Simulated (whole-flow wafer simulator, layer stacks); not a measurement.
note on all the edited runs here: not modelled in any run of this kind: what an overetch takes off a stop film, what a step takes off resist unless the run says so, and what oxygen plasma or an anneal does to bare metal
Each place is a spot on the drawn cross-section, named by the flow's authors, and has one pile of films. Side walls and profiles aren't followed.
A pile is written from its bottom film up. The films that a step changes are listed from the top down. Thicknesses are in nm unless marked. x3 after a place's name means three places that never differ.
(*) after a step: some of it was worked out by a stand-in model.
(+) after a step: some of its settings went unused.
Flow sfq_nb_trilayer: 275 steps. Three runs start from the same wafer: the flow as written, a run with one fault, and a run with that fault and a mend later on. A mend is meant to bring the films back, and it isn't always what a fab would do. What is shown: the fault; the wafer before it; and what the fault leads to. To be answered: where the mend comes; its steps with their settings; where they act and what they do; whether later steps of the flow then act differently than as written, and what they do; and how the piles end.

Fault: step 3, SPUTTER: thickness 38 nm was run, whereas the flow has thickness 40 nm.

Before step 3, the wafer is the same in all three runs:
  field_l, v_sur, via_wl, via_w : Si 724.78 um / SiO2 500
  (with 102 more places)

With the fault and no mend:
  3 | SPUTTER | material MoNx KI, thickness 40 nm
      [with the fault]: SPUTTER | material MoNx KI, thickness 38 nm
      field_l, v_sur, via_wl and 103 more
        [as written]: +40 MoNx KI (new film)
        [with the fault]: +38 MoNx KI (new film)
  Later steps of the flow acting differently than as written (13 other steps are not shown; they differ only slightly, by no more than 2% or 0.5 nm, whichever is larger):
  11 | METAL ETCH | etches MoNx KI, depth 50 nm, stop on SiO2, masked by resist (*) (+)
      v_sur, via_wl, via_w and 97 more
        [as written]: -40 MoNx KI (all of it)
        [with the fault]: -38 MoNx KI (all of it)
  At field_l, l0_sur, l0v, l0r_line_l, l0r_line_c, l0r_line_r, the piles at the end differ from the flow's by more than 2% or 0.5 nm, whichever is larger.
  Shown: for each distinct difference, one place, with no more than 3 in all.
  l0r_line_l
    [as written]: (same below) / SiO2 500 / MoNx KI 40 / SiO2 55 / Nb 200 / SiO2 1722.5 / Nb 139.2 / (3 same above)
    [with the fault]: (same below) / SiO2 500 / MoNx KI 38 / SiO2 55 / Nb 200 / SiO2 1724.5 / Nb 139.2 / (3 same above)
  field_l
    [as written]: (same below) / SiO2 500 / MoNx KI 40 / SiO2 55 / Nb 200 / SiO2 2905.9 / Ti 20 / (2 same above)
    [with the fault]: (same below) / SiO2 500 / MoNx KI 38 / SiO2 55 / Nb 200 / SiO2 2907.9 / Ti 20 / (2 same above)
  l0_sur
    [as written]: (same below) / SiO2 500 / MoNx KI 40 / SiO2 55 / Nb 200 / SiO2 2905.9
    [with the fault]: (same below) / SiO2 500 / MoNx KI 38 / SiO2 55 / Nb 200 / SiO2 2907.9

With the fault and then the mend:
  After step 3 comes the mend.
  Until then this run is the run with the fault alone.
  3a | SPUTTER | material MoNx KI, thickness 2 nm (a further turn of the flow's step 3, with different settings)
      field_l, v_sur, via_wl and 103 more
        +2 MoNx KI
  None of the later steps of the flow acts differently than as written at any place that is followed.
  At every place that both follow, the piles at the end match the flow's.
